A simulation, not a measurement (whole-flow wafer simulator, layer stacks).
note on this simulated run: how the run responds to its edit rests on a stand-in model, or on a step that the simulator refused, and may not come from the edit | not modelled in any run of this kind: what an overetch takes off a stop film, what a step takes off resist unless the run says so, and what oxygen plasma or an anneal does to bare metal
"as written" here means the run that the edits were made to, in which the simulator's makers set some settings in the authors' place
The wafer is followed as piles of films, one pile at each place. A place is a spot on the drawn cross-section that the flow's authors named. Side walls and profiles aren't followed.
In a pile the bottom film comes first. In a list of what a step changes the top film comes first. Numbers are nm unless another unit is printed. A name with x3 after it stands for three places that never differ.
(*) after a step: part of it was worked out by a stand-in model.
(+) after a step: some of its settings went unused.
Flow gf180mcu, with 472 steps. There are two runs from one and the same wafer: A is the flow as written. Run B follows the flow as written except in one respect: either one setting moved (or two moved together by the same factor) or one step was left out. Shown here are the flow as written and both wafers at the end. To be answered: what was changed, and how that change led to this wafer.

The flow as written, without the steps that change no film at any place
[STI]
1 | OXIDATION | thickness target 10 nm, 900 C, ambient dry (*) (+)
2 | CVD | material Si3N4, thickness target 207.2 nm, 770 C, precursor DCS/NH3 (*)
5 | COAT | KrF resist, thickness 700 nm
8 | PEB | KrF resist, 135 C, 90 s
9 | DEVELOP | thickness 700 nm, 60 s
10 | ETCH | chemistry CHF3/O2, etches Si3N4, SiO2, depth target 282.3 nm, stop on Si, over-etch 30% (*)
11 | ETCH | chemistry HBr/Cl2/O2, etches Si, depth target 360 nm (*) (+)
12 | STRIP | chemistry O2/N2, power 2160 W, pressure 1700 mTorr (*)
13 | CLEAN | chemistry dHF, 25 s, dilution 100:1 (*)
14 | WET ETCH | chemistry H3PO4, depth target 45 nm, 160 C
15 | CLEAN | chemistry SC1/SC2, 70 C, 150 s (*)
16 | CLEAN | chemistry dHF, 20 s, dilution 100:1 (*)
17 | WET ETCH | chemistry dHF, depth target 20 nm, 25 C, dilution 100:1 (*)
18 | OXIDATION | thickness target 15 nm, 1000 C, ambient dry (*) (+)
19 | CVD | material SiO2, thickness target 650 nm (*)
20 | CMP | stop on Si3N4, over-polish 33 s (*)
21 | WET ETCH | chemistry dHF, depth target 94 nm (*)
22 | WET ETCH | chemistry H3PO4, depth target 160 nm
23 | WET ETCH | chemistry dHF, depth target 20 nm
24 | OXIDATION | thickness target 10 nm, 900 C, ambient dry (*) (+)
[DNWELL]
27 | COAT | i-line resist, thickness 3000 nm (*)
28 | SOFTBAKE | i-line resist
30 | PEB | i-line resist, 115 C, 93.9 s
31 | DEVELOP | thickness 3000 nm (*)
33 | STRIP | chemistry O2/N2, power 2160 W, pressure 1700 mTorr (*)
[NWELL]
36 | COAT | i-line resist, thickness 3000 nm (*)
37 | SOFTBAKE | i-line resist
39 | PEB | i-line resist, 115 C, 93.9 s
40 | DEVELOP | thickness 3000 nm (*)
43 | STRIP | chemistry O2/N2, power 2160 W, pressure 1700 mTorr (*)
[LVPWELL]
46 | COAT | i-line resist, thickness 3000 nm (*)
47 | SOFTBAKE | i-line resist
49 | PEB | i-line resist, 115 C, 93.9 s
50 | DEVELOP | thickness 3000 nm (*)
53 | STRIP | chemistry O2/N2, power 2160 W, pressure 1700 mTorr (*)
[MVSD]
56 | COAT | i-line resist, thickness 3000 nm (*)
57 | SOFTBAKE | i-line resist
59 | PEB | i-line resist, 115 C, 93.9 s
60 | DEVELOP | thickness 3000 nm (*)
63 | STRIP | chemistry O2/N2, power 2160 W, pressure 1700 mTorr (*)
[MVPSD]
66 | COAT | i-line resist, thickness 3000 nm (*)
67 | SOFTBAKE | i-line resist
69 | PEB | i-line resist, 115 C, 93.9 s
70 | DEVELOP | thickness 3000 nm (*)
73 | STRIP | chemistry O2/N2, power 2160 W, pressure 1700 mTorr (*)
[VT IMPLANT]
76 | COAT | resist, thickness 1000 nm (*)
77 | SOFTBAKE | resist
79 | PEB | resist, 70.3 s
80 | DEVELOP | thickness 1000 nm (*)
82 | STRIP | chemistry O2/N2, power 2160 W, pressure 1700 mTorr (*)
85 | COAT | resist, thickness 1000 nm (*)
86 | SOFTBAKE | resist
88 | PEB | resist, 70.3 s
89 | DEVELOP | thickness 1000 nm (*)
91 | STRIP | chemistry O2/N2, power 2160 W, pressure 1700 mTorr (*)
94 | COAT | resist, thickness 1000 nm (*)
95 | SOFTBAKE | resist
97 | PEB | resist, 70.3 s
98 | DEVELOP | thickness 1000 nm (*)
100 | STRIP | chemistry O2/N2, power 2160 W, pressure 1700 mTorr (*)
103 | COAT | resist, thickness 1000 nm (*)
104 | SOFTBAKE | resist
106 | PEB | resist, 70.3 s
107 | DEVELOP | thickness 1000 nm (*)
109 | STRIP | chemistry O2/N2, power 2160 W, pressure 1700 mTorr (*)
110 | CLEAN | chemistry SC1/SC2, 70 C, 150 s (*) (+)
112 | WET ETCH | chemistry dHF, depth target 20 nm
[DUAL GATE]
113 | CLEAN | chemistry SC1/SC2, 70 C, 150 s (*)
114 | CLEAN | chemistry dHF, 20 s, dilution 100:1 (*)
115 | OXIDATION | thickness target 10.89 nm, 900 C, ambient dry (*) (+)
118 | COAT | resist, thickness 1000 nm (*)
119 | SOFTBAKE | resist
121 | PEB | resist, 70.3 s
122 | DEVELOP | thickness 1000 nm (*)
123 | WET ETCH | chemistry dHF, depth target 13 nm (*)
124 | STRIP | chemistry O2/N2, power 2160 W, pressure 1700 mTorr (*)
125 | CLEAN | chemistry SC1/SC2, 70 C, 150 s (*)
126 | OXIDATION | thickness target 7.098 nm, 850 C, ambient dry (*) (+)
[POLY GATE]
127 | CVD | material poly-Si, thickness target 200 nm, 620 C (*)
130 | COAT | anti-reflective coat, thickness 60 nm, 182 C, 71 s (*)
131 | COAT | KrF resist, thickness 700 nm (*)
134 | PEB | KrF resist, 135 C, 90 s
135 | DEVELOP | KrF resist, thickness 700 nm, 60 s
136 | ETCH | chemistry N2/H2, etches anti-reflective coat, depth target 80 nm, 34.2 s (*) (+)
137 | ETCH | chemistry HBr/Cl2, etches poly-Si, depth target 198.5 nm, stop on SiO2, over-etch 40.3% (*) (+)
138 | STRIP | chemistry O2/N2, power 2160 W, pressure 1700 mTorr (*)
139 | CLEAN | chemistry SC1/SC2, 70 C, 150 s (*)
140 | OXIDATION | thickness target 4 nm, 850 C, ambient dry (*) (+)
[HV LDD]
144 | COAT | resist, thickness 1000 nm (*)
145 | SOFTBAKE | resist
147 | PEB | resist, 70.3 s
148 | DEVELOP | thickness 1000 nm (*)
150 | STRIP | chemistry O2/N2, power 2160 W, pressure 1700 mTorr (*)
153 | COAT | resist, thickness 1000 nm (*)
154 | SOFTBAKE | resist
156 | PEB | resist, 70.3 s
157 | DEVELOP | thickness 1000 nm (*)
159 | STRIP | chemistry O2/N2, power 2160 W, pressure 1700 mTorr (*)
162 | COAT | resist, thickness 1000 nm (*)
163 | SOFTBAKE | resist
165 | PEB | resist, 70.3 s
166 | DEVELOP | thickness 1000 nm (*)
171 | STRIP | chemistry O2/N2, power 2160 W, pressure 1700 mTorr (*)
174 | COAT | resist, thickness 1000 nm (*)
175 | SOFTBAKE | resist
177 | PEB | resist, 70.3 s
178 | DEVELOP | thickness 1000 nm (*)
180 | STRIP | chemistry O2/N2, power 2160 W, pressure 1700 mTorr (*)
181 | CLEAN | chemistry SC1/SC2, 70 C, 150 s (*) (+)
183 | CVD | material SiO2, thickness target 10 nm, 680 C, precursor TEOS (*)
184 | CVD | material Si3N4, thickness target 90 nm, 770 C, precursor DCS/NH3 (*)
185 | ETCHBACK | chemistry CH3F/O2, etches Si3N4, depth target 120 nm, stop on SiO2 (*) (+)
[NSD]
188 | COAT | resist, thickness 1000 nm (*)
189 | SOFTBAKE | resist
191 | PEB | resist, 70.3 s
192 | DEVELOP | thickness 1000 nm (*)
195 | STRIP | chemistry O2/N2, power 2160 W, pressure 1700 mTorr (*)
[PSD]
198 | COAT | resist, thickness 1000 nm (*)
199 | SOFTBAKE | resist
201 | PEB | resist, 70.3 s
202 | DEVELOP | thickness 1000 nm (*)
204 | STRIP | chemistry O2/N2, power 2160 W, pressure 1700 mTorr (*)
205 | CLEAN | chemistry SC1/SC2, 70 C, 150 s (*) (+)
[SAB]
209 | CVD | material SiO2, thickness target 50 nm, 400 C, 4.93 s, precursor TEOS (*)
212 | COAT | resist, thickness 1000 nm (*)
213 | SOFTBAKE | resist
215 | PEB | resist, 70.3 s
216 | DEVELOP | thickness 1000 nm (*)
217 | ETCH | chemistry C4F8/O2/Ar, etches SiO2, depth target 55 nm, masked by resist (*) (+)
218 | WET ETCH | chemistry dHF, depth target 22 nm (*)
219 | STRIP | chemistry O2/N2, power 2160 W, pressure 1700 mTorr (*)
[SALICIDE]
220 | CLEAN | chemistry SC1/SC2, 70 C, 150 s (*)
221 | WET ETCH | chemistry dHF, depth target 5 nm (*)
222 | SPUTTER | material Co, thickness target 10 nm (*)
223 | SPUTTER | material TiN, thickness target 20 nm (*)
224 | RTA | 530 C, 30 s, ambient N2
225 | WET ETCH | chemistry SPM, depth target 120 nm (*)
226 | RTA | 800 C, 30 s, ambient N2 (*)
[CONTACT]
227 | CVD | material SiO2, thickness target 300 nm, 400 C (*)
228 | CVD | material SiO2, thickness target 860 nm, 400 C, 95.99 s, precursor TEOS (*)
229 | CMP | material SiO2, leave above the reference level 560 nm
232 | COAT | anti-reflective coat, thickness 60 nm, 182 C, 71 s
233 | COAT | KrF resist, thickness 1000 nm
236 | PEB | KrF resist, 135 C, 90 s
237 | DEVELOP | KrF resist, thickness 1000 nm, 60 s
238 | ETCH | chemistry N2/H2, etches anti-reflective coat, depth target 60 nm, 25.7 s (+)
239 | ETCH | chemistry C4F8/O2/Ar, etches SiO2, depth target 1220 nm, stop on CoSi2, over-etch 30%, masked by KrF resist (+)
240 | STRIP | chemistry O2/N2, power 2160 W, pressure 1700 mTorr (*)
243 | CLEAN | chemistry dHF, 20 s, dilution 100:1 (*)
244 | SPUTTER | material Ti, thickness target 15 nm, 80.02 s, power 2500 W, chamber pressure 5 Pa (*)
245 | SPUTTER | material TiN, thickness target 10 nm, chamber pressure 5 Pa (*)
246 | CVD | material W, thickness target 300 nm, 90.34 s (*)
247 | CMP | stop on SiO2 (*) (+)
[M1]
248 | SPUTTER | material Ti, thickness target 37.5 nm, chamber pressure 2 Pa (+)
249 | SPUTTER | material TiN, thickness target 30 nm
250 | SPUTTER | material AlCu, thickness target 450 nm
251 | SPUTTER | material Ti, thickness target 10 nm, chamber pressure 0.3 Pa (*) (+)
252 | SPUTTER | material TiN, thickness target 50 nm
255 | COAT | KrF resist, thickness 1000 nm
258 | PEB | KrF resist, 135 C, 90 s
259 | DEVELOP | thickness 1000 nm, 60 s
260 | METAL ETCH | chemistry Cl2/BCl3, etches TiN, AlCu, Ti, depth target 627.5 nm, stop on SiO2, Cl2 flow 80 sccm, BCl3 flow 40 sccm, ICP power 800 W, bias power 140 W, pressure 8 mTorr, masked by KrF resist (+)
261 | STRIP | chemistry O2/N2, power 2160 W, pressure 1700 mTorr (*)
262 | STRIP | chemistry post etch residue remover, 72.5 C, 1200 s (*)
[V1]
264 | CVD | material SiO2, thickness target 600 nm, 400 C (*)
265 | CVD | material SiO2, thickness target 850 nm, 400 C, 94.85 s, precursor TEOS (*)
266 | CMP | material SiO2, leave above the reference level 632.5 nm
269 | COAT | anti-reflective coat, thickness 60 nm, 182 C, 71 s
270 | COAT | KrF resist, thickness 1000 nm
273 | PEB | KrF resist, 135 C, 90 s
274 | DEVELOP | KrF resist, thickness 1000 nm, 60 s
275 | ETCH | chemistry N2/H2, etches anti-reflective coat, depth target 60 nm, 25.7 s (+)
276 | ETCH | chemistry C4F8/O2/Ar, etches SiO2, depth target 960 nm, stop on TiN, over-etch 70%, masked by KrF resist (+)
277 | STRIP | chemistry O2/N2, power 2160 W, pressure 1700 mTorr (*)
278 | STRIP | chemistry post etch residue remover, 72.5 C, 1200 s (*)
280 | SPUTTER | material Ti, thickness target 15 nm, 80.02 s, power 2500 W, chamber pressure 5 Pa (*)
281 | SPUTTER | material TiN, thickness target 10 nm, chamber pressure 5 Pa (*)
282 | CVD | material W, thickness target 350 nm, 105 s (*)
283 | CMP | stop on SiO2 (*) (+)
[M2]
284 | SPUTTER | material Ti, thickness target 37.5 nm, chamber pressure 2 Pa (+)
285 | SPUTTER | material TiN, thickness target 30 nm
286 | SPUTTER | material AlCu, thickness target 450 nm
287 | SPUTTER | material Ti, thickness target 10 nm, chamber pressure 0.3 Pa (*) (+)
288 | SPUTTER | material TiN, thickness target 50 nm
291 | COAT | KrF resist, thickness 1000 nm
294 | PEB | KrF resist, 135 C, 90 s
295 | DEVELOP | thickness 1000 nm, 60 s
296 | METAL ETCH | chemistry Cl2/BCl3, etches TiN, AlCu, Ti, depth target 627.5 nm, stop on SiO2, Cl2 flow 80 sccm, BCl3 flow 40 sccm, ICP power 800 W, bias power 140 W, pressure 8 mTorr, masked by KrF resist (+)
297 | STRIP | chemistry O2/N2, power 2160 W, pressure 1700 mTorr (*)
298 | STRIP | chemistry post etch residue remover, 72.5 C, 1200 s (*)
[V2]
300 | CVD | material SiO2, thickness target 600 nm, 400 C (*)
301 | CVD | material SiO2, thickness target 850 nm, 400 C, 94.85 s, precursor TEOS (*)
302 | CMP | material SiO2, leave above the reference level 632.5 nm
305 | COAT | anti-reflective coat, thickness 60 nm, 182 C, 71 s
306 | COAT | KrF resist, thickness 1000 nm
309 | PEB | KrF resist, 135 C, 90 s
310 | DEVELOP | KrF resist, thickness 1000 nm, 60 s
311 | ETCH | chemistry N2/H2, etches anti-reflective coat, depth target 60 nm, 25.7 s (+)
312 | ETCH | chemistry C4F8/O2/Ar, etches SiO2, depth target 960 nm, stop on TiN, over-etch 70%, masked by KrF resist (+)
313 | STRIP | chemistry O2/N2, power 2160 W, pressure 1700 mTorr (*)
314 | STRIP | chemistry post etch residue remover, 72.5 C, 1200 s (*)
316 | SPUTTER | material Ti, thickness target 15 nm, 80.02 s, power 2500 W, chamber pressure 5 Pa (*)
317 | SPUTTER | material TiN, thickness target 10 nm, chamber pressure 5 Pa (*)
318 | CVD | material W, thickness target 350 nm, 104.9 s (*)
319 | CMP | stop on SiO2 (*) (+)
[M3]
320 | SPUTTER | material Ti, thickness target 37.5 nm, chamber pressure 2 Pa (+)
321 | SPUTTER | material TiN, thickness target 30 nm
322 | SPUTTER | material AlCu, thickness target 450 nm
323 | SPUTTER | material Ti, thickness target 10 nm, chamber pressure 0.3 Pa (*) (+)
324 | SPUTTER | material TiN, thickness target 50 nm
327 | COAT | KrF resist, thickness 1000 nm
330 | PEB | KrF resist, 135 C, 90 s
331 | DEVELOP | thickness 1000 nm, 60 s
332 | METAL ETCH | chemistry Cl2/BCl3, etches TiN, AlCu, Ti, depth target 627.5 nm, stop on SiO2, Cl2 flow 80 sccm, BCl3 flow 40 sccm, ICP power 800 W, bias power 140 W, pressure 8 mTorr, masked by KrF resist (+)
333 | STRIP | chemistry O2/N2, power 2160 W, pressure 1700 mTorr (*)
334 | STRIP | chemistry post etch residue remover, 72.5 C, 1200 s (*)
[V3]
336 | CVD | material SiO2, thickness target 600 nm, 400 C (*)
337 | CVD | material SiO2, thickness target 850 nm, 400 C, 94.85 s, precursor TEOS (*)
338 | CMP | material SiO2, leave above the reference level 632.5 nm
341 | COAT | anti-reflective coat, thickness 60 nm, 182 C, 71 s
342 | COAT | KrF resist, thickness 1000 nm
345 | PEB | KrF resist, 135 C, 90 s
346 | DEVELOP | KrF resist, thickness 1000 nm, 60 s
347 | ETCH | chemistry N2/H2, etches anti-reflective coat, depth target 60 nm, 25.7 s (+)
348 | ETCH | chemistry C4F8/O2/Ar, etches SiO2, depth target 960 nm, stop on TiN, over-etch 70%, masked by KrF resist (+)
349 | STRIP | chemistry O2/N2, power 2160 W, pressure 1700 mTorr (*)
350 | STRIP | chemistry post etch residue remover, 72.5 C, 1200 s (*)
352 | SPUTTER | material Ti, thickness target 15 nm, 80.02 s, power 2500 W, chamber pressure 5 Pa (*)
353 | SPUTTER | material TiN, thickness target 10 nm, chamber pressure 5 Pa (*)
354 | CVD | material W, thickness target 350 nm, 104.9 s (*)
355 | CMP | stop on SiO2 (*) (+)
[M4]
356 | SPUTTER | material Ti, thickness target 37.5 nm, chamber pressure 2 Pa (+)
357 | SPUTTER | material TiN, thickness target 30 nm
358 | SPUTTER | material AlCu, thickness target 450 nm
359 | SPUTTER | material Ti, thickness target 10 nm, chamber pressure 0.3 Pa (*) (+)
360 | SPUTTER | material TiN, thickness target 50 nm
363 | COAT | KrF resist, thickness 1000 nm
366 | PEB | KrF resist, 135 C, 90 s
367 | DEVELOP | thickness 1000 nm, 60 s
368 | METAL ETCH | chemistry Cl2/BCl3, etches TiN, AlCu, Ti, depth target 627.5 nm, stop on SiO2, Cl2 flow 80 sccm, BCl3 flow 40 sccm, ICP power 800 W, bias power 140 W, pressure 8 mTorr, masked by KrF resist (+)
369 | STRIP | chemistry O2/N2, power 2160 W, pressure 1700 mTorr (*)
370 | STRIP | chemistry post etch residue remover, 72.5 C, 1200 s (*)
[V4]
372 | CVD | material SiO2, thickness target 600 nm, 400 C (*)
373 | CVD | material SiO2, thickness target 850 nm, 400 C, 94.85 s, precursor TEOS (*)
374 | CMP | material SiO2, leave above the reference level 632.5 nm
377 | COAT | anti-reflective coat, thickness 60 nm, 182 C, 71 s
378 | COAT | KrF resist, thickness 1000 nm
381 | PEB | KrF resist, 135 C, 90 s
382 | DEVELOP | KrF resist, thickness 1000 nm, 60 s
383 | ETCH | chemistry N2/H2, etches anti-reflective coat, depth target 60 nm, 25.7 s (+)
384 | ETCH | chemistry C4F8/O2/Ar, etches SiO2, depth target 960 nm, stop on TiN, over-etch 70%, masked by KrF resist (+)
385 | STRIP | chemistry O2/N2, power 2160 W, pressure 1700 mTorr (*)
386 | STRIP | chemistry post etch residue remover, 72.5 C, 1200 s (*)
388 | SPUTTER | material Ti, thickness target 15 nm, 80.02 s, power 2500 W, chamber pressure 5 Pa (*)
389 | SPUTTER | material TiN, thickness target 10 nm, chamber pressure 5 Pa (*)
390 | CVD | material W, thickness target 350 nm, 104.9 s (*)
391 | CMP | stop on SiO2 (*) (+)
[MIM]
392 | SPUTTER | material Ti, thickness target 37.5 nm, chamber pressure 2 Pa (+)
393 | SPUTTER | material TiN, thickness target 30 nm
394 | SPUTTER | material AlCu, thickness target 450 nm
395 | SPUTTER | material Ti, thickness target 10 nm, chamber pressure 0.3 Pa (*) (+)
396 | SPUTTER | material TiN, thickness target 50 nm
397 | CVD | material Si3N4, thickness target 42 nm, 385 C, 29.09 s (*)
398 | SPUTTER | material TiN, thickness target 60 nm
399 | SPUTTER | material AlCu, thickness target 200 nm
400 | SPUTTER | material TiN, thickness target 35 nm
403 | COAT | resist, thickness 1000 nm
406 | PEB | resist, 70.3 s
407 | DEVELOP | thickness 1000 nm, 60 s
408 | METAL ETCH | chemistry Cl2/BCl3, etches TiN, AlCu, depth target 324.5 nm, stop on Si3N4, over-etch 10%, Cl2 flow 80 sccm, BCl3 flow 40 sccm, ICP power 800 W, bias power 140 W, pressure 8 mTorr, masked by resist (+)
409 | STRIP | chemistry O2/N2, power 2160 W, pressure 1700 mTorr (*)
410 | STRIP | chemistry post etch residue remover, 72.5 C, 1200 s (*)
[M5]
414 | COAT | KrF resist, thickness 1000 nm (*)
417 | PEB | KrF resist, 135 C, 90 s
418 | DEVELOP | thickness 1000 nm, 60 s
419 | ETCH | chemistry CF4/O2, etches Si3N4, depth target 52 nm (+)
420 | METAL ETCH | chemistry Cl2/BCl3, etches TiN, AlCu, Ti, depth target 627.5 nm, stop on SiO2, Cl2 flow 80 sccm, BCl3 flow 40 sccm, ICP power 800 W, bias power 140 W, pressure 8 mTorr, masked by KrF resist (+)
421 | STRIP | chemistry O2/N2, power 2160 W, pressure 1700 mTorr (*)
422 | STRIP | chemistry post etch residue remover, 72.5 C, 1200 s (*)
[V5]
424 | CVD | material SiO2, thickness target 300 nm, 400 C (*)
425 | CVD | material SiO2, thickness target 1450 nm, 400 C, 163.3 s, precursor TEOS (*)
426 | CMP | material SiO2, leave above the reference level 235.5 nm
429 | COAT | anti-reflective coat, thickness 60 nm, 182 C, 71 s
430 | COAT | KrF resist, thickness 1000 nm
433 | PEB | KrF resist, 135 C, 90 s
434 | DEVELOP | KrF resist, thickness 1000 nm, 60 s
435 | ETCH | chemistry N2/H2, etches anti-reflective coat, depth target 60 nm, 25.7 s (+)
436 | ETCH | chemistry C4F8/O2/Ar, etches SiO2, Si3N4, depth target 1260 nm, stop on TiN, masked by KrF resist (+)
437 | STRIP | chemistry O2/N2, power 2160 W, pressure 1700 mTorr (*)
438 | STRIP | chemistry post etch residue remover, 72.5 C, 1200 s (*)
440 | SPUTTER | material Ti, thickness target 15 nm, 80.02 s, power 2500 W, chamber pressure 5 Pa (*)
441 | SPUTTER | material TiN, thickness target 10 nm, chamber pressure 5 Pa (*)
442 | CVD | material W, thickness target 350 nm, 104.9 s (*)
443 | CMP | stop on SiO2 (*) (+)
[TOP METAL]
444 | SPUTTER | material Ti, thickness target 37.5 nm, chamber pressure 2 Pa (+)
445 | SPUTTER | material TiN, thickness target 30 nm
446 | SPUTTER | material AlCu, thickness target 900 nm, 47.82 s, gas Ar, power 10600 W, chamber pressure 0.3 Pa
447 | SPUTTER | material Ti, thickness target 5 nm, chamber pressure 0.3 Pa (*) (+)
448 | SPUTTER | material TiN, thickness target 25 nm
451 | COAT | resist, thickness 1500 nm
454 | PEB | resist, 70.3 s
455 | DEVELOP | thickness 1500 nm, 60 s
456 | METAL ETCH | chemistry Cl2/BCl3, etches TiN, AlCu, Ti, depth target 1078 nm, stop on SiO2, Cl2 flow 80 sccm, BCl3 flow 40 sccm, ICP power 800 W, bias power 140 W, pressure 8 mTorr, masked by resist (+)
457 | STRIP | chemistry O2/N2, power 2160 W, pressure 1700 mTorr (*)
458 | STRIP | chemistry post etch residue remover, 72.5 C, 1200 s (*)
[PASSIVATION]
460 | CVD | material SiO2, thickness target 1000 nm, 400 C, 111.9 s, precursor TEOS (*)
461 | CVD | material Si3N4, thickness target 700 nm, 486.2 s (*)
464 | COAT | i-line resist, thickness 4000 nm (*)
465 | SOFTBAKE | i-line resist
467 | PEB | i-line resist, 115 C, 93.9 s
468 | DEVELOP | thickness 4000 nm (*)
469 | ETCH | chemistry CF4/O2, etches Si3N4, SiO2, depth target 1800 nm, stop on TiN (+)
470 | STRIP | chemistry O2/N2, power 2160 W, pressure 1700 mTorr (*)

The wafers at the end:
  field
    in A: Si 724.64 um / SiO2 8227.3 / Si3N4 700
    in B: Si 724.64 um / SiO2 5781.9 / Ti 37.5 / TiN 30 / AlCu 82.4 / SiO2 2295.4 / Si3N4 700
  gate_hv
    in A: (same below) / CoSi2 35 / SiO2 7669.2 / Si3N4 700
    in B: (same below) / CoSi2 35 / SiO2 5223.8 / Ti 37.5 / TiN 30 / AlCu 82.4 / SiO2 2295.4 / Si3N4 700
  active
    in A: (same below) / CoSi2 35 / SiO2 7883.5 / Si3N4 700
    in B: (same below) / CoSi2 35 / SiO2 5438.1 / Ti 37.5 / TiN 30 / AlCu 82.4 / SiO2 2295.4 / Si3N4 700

Cause: step 420, METAL ETCH: depth target 420.4 nm was run, while the flow as written has depth target 627.5 nm.

Step by step, how the change led to this:
  420 | METAL ETCH | chemistry Cl2/BCl3, etches TiN, AlCu, Ti, depth target 627.5 nm, stop on SiO2, Cl2 flow 80 sccm, BCl3 flow 40 sccm, ICP power 800 W, bias power 140 W, pressure 8 mTorr, masked by KrF resist (+)
      field, field__w1, field__w2 and 101 more: A -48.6 TiN (all of it), -10 Ti (all of it), -450 AlCu (all of it), -30 TiN (all of it), -37.5 Ti (all of it) | B -48.6 TiN (all of it), -10 Ti (all of it), -361.8 AlCu
      field__w4, field__w8, contact, m1, m1__w1, mim, mim_1p0, m1_nw: A -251 KrF resist | B -168.2 KrF resist
  421 | STRIP | chemistry O2/N2, power 2160 W, pressure 1700 mTorr (*)
      field__w8, m1__w1: A -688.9 KrF resist (all of it) | B -771.7 KrF resist (all of it)
      field__w4: A -731.6 KrF resist (all of it) | B -814.5 KrF resist (all of it)
      (also at 5 further places)
  422 | STRIP | chemistry post etch residue remover, 72.5 C, 1200 s (*)
      field, field__w1, field__w2 and 101 more: A nothing | B -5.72 AlCu
  424 | CVD | material SiO2, thickness target 300 nm, 400 C (*)
      field, field__w1, field__w2 and 101 more: A +300 SiO2 | B +300 SiO2 (new film)
  426 | CMP | material SiO2, leave above the reference level 235.5 nm
      field, field__w1, field__w5 and 92 more: A -300.8 SiO2 | B -450.8 SiO2
      field__w2, field__w3, field__w12 and 6 more: A -272.7 SiO2 | B -429.4 SiO2
Taking metal films that touch as one body, field has 1 body; the flow as written gives 0 bodies.
Taking metal films that touch as one body, gate_hv has 2 bodies (between them, from the top down: SiO2 5223.8); the flow as written gives 1 body.
Taking metal films that touch as one body, active has 2 bodies (between them, from the top down: SiO2 5438.1); the flow as written gives 1 body.
